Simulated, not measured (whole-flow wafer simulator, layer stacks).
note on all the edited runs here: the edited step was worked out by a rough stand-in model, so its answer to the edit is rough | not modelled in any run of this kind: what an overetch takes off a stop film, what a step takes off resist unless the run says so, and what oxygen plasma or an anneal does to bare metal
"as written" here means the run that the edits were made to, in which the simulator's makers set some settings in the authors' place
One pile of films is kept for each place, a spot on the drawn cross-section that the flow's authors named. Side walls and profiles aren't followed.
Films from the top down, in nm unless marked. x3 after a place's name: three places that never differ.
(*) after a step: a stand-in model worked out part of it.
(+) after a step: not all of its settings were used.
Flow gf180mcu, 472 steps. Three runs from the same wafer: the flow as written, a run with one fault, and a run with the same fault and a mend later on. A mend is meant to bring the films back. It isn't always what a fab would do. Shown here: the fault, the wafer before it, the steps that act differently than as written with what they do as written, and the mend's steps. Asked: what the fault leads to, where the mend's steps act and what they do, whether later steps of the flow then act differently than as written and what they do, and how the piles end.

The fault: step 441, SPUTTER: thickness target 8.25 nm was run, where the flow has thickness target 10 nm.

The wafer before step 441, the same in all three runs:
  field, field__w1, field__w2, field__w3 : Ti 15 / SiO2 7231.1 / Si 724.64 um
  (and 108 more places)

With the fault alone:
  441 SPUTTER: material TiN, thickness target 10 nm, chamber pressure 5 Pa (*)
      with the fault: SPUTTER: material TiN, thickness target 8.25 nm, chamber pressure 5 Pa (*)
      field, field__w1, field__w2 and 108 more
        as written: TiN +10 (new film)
        with the fault: TiN +8.25 (new film)
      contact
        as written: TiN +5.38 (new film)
        with the fault: TiN +4.44 (new film)
  Later steps of the flow that act differently than as written (1 more step differs only slightly, by at most 2% or 0.5 nm, whichever is larger, and isn't shown):
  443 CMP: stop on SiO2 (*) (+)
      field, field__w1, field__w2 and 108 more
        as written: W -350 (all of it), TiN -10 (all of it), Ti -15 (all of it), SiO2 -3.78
        with the fault: W -350 (all of it), TiN -8.25 (all of it), Ti -15 (all of it), SiO2 -3.77
  At the end the piles differ from the flow's by more than 2% or 0.5 nm, whichever is larger, at contact.
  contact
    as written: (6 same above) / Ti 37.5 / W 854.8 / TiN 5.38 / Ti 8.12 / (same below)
    with the fault: (6 same above) / Ti 37.5 / W 855.8 / TiN 4.44 / Ti 8.12 / (same below)

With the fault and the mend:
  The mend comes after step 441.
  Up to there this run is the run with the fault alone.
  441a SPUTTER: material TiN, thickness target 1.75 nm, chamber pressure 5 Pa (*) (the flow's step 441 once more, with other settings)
      field, field__w1, field__w2 and 108 more
        TiN +1.75
      contact
        TiN +0.94
  No later step of the flow acts differently than as written at any place that is followed.
  At the end the piles are the same as the flow's at every place that both follow.
